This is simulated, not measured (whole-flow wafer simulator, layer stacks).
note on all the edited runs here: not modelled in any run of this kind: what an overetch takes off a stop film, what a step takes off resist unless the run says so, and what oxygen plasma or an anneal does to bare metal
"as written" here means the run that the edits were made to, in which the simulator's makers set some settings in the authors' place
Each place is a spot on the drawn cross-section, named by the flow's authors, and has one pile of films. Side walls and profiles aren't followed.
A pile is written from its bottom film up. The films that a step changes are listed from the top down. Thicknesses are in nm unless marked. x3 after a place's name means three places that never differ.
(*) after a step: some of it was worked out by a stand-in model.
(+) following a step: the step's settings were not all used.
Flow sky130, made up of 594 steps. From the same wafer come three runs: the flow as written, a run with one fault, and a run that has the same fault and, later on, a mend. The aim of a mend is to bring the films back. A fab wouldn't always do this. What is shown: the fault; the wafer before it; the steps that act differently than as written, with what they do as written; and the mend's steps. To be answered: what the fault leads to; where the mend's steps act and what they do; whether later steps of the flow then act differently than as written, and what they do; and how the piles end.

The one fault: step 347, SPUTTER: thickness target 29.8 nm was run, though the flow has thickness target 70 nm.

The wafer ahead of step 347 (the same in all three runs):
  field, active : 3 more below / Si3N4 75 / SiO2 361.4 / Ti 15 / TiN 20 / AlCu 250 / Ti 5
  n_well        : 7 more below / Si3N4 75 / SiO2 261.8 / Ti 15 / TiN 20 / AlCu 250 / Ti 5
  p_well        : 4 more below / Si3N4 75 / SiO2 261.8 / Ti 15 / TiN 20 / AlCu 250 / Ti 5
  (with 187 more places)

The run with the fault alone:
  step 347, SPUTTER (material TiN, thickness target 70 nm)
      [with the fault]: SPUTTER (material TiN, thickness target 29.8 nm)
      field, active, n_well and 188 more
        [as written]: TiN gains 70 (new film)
        [with the fault]: TiN gains 29.8 (new film)
  Steps further on in the flow that do not act as written (not shown: 17 more steps that differ only slightly, by at most 2% or 0.5 nm, whichever is larger):
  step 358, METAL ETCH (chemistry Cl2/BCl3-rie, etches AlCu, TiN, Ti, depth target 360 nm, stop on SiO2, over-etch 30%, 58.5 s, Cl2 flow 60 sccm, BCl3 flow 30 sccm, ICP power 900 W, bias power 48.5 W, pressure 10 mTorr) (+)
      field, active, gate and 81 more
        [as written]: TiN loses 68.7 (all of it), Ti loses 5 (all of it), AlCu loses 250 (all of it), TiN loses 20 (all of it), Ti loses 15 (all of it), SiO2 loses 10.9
        [with the fault]: TiN loses 28.5 (all of it), Ti loses 5 (all of it), AlCu loses 250 (all of it), TiN loses 20 (all of it), Ti loses 15 (all of it), SiO2 loses 15
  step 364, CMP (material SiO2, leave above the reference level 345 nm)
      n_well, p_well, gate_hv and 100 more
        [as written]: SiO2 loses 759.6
        [with the fault]: SiO2 loses 719.4
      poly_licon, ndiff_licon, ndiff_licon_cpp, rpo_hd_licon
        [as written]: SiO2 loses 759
        [with the fault]: SiO2 loses 718.8
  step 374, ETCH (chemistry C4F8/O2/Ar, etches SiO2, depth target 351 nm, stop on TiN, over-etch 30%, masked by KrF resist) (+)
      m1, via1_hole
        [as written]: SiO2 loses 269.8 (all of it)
        [with the fault]: SiO2 loses 310 (all of it)
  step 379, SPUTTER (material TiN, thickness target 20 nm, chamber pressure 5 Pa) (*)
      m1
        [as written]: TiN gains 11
        [with the fault]: TiN gains 10.2
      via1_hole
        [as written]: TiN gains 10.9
        [with the fault]: TiN gains 10.2
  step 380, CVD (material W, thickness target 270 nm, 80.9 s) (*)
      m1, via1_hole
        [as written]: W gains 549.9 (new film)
        [with the fault]: W gains 590.8 (new film)
  The piles end different from the flow's at n_well, p_well, gate_hv and 104 more by more than 2% or 0.5 nm, whichever is larger.
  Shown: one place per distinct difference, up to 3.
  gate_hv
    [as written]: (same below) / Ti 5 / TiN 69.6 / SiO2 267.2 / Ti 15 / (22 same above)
    [with the fault]: (same below) / Ti 5 / TiN 29.4 / SiO2 307.4 / Ti 15 / (22 same above)
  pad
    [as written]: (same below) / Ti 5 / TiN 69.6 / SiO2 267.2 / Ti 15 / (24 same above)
    [with the fault]: (same below) / Ti 5 / TiN 29.4 / SiO2 307.4 / Ti 15 / (24 same above)
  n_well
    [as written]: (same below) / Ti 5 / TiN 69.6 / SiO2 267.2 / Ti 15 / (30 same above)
    [with the fault]: (same below) / Ti 5 / TiN 29.4 / SiO2 307.4 / Ti 15 / (30 same above)

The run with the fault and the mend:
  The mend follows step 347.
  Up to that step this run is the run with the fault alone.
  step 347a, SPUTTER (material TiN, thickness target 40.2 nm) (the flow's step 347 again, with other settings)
      field, active, n_well and 188 more
        TiN gains 40.2
  None of the later steps of the flow acts differently than as written at any place that is followed.
  At every place that both follow, the piles at the end match the flow's.
